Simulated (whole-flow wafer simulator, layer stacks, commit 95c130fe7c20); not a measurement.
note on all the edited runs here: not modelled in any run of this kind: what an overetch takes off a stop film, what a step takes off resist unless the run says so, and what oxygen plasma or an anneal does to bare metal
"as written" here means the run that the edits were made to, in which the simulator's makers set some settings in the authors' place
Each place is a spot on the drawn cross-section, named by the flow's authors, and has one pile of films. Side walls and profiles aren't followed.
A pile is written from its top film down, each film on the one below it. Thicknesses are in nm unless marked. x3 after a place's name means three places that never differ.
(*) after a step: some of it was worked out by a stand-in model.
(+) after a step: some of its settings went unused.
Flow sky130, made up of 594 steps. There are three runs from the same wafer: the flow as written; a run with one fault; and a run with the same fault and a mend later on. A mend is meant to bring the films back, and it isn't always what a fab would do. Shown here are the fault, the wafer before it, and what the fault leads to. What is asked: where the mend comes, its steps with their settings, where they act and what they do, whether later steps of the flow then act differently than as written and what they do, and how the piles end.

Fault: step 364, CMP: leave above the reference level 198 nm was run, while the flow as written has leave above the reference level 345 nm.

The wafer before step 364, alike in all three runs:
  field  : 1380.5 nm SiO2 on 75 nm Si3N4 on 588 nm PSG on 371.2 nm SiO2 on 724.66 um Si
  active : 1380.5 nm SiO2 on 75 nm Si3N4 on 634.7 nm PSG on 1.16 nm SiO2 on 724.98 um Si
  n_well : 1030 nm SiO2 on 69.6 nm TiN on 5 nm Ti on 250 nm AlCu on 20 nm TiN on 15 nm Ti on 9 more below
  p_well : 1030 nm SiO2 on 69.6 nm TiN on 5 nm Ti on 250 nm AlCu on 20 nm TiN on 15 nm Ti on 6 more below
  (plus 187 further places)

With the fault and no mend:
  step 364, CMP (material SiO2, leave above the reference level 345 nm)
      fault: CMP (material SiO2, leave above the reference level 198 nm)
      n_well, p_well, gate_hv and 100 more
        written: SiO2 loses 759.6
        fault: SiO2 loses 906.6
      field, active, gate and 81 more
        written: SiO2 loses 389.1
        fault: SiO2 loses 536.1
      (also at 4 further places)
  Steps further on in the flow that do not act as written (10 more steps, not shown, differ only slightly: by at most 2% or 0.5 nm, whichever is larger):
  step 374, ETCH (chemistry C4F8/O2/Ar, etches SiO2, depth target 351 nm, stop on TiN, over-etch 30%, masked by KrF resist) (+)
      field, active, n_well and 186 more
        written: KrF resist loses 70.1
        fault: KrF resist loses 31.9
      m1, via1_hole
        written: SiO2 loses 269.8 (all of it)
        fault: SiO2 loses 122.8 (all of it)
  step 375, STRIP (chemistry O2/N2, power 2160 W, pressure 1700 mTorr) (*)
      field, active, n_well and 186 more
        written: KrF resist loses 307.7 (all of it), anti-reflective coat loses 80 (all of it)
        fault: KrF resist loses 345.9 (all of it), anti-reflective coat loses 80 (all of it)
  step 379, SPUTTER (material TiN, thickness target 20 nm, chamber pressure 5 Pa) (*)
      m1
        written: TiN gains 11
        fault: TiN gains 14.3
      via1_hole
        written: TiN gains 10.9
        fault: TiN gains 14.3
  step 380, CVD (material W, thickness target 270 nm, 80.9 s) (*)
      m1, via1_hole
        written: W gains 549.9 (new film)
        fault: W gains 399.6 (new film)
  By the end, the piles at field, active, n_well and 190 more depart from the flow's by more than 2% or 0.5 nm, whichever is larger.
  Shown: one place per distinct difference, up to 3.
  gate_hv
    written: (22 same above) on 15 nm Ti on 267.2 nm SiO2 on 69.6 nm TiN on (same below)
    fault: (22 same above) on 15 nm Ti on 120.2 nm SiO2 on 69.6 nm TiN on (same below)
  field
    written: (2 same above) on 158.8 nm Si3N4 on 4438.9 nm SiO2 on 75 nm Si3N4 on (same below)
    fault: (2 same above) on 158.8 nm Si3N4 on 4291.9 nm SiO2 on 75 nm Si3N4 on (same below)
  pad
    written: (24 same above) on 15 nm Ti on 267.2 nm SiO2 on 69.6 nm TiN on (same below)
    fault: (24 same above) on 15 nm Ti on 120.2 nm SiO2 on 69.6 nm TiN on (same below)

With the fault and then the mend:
  The mend stands after step 364.
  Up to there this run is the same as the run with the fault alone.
  step 364a, HDPCVD (thickness target 147 nm) (*) (the flow's step 363 again, with other settings)
      field, active, n_well and 188 more
        SiO2 gains 147
  None of the later steps of the flow differs from how it acts as written, at any place that is followed, by more than 2% or 0.5 nm, whichever is larger.
  At every place that both follow, the piles at the end match the flow's.
